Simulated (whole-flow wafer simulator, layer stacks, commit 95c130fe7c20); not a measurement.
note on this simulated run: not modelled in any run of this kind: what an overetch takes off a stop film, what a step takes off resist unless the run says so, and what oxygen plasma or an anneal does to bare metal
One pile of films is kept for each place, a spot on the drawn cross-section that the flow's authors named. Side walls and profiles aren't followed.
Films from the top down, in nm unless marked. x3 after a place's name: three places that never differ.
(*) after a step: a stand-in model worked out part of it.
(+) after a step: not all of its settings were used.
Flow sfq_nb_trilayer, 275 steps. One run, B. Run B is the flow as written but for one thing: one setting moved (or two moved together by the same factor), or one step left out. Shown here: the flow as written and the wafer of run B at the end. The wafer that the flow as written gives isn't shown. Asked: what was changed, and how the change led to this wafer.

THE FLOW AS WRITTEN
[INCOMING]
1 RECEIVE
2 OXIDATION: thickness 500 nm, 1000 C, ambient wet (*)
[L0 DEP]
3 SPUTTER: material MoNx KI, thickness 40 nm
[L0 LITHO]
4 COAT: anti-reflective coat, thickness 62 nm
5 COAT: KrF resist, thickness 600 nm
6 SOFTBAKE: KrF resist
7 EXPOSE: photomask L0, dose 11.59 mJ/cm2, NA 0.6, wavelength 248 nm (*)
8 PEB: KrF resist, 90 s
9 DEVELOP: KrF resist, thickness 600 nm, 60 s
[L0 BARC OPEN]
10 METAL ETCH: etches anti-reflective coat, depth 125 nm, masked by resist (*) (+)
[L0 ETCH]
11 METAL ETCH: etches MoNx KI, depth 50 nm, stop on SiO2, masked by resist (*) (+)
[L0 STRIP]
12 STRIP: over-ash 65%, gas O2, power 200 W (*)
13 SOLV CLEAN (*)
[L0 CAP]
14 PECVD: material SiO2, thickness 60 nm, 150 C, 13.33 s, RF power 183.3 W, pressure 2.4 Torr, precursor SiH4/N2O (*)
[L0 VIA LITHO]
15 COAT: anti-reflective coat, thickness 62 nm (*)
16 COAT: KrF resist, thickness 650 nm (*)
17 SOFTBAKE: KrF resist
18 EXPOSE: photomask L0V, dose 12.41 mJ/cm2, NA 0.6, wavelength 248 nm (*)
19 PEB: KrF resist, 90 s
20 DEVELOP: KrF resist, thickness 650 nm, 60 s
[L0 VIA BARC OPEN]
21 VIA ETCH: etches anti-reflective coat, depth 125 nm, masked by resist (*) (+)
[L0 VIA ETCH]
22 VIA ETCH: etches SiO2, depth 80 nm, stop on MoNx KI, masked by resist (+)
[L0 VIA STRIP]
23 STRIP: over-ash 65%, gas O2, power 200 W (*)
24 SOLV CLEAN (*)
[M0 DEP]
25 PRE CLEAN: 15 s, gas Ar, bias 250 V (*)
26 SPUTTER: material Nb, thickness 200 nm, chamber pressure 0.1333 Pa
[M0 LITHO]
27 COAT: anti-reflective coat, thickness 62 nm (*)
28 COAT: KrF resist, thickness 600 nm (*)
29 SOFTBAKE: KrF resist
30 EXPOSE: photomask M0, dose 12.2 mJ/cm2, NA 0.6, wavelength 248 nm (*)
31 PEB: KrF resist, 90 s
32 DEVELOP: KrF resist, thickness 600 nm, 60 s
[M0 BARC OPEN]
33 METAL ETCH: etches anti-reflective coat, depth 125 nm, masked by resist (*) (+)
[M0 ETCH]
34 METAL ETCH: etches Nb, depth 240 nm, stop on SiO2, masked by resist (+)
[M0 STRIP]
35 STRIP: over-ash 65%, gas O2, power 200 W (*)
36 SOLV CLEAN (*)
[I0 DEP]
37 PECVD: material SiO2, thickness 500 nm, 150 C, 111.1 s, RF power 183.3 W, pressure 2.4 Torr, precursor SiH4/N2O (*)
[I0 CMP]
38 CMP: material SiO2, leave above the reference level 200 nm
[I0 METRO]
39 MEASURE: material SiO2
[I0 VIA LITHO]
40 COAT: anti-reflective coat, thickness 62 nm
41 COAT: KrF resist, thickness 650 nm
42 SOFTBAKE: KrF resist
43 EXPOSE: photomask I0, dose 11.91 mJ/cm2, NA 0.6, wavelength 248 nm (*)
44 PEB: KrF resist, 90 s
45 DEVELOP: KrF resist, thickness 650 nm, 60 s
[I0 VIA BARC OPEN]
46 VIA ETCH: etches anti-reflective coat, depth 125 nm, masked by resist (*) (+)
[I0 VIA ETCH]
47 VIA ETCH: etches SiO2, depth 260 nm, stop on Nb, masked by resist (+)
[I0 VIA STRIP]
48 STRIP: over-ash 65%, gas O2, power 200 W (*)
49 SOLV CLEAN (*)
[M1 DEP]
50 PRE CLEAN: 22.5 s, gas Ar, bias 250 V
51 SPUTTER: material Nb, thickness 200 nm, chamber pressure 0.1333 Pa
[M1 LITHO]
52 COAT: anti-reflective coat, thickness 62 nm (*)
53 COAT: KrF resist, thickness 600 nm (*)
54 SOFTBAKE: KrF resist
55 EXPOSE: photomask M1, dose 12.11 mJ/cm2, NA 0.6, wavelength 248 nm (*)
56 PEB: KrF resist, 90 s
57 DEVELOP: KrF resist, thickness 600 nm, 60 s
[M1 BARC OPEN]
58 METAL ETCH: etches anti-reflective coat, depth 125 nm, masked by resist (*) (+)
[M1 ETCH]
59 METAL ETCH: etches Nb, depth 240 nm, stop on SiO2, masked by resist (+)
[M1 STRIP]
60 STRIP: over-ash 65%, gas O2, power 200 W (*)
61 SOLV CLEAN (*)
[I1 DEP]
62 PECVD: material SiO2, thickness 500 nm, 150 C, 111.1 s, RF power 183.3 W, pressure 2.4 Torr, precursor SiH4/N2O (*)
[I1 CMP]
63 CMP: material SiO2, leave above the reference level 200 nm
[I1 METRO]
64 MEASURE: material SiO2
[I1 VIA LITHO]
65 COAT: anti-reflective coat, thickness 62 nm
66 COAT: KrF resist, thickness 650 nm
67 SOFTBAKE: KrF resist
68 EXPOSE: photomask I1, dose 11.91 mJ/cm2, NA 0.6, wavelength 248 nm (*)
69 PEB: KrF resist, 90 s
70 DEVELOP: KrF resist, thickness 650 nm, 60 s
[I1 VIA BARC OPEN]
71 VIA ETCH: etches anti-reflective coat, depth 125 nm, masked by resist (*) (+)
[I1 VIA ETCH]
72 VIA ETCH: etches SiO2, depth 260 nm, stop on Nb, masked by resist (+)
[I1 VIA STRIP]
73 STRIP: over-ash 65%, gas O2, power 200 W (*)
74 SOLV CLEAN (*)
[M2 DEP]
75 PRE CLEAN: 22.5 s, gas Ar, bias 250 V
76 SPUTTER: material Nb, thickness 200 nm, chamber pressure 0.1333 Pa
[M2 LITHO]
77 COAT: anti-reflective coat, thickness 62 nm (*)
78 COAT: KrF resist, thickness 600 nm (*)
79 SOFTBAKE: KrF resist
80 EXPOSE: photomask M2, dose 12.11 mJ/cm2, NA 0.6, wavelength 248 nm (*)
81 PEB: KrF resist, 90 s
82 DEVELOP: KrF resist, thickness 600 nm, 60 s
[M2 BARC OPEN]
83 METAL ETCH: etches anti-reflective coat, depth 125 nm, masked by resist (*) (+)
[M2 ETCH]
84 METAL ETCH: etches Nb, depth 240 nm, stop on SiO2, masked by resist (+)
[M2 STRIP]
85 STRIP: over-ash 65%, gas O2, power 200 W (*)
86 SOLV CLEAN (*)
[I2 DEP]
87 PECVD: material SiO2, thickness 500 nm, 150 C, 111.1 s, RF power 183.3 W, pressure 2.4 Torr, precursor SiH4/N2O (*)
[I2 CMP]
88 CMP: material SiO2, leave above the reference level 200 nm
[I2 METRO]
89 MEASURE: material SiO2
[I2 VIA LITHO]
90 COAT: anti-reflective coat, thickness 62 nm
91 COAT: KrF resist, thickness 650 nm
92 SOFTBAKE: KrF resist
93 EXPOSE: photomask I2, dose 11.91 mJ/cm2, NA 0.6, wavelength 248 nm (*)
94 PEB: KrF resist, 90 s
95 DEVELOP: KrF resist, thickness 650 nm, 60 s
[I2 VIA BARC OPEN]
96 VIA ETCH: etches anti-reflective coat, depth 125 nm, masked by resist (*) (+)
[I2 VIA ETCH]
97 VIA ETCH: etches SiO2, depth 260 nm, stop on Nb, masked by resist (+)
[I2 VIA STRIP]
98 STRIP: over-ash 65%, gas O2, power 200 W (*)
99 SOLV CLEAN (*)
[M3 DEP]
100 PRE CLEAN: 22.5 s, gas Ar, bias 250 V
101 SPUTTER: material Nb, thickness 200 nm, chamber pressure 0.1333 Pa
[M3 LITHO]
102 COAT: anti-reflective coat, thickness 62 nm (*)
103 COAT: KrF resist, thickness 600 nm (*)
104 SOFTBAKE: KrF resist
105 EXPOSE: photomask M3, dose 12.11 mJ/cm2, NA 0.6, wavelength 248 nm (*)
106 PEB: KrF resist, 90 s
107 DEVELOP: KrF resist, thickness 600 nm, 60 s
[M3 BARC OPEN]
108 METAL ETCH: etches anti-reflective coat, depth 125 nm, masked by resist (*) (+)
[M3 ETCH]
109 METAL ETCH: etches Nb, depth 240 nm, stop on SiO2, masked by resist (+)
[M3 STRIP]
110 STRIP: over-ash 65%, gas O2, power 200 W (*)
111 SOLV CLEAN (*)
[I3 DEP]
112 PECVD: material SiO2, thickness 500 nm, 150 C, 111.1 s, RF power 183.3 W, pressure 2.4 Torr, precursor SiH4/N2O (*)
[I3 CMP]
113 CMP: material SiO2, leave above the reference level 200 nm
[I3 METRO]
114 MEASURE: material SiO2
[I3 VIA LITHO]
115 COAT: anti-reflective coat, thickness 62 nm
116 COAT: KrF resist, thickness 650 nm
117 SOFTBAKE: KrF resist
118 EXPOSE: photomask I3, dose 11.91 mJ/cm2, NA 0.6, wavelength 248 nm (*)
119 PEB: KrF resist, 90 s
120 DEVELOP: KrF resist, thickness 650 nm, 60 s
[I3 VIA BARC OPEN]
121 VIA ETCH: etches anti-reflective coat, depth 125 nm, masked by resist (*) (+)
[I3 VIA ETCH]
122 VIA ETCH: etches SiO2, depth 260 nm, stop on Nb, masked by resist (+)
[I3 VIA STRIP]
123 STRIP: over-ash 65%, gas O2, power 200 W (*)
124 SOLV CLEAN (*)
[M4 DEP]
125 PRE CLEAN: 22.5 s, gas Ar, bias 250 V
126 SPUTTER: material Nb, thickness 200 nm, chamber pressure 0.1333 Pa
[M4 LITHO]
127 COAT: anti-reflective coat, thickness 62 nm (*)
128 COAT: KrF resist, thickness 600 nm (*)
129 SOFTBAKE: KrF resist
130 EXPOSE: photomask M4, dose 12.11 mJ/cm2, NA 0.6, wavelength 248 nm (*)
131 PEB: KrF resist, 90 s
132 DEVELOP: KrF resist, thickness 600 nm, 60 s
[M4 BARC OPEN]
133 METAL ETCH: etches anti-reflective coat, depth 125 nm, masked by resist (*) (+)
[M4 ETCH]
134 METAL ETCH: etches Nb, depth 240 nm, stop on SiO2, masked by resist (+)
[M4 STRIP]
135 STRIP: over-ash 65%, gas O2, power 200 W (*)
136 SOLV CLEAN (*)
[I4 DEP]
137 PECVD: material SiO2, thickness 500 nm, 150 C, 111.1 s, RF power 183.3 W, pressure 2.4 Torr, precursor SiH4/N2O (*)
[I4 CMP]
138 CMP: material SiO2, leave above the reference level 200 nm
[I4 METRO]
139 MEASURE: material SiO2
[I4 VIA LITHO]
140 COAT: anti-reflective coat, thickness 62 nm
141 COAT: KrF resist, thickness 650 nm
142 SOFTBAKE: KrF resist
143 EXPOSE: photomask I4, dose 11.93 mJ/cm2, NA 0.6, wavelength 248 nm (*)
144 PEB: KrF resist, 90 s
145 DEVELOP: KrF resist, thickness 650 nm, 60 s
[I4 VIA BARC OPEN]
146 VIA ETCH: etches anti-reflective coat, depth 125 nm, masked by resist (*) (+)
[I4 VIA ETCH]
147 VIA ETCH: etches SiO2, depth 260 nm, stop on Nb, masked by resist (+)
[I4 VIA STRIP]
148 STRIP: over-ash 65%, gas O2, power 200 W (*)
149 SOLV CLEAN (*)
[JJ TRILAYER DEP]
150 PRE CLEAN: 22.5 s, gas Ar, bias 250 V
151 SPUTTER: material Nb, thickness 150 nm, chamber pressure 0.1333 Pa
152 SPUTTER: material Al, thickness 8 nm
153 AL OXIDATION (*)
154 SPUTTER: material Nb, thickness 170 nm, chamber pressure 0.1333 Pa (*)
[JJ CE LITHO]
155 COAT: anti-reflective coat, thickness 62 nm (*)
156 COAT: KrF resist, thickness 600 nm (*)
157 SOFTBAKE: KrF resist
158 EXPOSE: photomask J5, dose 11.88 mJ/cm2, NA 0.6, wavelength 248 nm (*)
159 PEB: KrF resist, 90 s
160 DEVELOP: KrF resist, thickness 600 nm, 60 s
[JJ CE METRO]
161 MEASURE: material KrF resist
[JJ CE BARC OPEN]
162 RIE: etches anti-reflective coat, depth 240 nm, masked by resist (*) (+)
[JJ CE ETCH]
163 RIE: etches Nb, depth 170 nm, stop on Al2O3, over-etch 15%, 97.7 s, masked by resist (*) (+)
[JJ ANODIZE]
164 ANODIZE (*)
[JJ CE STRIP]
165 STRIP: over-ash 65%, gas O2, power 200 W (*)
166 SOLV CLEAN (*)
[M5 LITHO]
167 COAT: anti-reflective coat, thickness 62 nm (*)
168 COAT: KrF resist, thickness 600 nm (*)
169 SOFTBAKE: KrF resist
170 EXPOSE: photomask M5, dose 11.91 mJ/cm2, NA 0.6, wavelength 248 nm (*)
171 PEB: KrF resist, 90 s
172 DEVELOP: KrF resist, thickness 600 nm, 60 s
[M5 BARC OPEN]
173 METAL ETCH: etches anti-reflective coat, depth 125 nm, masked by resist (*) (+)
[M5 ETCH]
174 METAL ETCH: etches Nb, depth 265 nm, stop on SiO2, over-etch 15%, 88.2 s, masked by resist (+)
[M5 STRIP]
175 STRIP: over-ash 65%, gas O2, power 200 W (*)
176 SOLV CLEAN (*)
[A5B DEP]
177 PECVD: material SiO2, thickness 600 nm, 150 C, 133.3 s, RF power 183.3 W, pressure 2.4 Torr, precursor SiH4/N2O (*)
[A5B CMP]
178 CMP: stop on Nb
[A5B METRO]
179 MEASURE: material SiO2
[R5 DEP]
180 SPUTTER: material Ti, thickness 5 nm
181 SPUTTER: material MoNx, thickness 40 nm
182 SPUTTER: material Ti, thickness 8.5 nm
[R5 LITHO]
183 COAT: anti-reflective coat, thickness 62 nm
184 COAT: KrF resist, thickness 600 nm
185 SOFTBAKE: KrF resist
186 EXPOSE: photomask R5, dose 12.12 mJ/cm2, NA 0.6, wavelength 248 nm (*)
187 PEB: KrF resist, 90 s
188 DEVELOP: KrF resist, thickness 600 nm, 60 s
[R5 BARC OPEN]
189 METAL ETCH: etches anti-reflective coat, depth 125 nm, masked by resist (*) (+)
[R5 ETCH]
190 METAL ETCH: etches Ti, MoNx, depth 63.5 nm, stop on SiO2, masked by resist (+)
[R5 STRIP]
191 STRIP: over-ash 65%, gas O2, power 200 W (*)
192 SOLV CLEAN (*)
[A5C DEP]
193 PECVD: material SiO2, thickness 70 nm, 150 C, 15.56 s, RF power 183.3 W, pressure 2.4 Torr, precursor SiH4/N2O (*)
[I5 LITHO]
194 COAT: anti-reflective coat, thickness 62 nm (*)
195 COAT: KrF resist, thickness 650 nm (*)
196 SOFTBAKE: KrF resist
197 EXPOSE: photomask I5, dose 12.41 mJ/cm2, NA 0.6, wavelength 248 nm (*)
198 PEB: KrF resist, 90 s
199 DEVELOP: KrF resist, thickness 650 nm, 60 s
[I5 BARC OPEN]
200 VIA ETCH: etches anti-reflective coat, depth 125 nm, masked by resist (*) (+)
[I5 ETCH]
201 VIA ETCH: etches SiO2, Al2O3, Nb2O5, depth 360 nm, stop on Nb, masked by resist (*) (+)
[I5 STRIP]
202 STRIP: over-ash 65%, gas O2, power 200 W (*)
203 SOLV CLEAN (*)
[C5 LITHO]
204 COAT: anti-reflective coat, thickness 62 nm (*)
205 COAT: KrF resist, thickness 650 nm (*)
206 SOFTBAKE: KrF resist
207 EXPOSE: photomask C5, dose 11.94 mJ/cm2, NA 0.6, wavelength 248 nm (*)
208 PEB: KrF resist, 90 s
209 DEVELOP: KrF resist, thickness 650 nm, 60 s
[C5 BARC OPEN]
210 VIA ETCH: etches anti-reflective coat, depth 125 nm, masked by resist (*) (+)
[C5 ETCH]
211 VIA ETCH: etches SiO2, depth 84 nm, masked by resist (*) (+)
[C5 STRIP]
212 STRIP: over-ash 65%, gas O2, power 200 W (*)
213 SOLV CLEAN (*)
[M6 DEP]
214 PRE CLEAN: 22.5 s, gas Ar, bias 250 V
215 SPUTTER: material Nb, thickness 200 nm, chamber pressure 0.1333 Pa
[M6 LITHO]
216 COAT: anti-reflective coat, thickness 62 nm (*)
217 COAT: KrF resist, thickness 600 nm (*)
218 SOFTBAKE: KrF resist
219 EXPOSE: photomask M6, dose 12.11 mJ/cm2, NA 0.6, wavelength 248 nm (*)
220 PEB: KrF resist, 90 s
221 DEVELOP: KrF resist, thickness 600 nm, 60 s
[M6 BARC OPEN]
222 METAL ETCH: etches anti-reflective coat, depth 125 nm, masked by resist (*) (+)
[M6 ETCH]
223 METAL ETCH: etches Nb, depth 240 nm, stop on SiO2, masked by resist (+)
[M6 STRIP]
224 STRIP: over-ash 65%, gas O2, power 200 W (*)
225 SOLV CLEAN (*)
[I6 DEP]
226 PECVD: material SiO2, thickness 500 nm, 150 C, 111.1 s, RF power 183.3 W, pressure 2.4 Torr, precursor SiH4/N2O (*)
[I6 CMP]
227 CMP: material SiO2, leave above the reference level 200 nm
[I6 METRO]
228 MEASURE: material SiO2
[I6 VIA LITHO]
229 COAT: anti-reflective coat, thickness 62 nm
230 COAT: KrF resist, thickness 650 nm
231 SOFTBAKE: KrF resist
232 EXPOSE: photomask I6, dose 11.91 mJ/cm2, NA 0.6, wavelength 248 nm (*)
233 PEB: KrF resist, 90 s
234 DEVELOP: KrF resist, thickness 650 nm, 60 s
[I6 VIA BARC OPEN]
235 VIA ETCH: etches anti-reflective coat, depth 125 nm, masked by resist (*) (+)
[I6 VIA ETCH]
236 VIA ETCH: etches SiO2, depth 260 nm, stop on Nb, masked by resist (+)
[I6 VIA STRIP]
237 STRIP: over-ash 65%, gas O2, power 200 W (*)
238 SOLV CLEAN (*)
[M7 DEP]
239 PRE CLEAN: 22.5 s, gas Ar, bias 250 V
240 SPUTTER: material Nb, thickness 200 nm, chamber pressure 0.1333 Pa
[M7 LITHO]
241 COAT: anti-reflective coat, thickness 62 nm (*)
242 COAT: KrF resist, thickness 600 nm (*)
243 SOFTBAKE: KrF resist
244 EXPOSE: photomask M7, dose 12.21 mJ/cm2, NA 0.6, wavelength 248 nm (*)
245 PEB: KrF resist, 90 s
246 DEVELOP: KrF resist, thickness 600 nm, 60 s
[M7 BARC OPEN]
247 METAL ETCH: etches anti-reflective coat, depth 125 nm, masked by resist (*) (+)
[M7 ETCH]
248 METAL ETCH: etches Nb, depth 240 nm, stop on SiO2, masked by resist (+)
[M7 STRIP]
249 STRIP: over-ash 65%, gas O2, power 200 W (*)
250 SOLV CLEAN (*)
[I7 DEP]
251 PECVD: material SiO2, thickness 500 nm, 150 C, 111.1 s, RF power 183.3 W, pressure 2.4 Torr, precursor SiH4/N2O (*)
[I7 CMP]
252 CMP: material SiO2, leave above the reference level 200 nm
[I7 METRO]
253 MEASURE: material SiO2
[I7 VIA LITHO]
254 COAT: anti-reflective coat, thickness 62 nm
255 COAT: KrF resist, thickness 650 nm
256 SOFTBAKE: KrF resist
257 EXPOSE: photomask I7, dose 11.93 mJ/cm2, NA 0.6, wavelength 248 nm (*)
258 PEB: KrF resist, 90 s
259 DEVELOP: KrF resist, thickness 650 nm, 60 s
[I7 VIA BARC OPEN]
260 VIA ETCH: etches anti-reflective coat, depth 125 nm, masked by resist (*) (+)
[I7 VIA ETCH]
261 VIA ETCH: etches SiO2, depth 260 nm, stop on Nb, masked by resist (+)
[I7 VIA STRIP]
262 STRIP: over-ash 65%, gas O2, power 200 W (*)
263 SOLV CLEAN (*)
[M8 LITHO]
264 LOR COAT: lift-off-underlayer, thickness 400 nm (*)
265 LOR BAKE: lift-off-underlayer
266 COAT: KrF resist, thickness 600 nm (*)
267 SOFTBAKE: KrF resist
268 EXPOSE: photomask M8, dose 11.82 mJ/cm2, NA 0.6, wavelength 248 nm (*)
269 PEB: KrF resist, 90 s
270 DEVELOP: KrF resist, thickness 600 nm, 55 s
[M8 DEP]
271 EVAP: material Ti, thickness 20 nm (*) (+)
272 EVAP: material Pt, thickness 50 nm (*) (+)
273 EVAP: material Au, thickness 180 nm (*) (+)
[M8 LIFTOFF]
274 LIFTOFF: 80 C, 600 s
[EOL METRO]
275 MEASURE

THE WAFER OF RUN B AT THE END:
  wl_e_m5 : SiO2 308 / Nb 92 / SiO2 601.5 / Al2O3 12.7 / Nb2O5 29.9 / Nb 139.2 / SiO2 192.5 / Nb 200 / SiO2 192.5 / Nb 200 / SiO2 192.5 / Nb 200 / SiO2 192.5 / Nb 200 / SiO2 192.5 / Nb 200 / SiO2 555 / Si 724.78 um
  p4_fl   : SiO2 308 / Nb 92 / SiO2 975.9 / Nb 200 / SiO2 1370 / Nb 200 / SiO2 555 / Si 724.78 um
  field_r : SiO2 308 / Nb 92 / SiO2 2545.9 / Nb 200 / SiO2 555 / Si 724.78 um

The cause: step 248, METAL ETCH: depth 108 nm was run, where the flow has depth 240 nm.

How the change led to this, step by step:
  248 METAL ETCH: etches Nb, depth 240 nm, stop on SiO2, masked by resist (+)
      field_l, field_r, lsp_l and 62 more: Nb -108 (as written it would be: Nb -200 (all of it))
      v_sur, via_wl, via_w and 38 more: KrF resist -63.5 (as written it would be: KrF resist -141.2)
  249 STRIP: over-ash 65%, gas O2, power 200 W (*)
      wl_j_sl, wl_jj, wl_j_sr and 14 more: KrF resist -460 (all of it), anti-reflective coat -62 (all of it) (as written it would be: KrF resist -382.4 (all of it), anti-reflective coat -62 (all of it))
      lsp_m, ln_m6, lsp_r: KrF resist -459.6 (all of it), anti-reflective coat -61.8 (all of it) (as written it would be: KrF resist -381.9 (all of it), anti-reflective coat -61.8 (all of it))
      (and at 21 more places)
  251 PECVD: material SiO2, thickness 500 nm, 150 C, 111.1 s, RF power 183.3 W, pressure 2.4 Torr, precursor SiH4/N2O (*)
      field_l, p4_fl, p4_fm and 56 more: SiO2 +500 (new film) (as written it would be: SiO2 +500)
      field_r, lsp_l: SiO2 +487.9 (new film) (as written it would be: SiO2 +477.7)
      (and at 4 more places)
  252 CMP: material SiO2, leave above the reference level 200 nm
      field_l, p4_fl, p4_fm and 56 more: SiO2 -192 (as written it would be: SiO2 -100)
      field_r, lsp_l: SiO2 -179.9 (as written it would be: SiO2 -77.7)
      (and at 4 more places)
Counting metal films that touch as one body, wl_e_m5 has 7 bodies (between them, from the top down: SiO2 601.5 / Al2O3 12.7 / Nb2O5 29.9; SiO2 192.5; SiO2 192.5; SiO2 192.5; SiO2 192.5; SiO2 192.5); the flow as written gives 6 bodies (between them, from the top down: SiO2 192.5; SiO2 192.5; SiO2 192.5; SiO2 192.5; SiO2 192.5).
Counting metal films that touch as one body, p4_fl has 3 bodies (between them, from the top down: SiO2 975.9; SiO2 1370); the flow as written gives 2 bodies (between them, from the top down: SiO2 1370).
Counting metal films that touch as one body, field_r has 2 bodies (between them, from the top down: SiO2 2545.9); the flow as written gives 1 body.
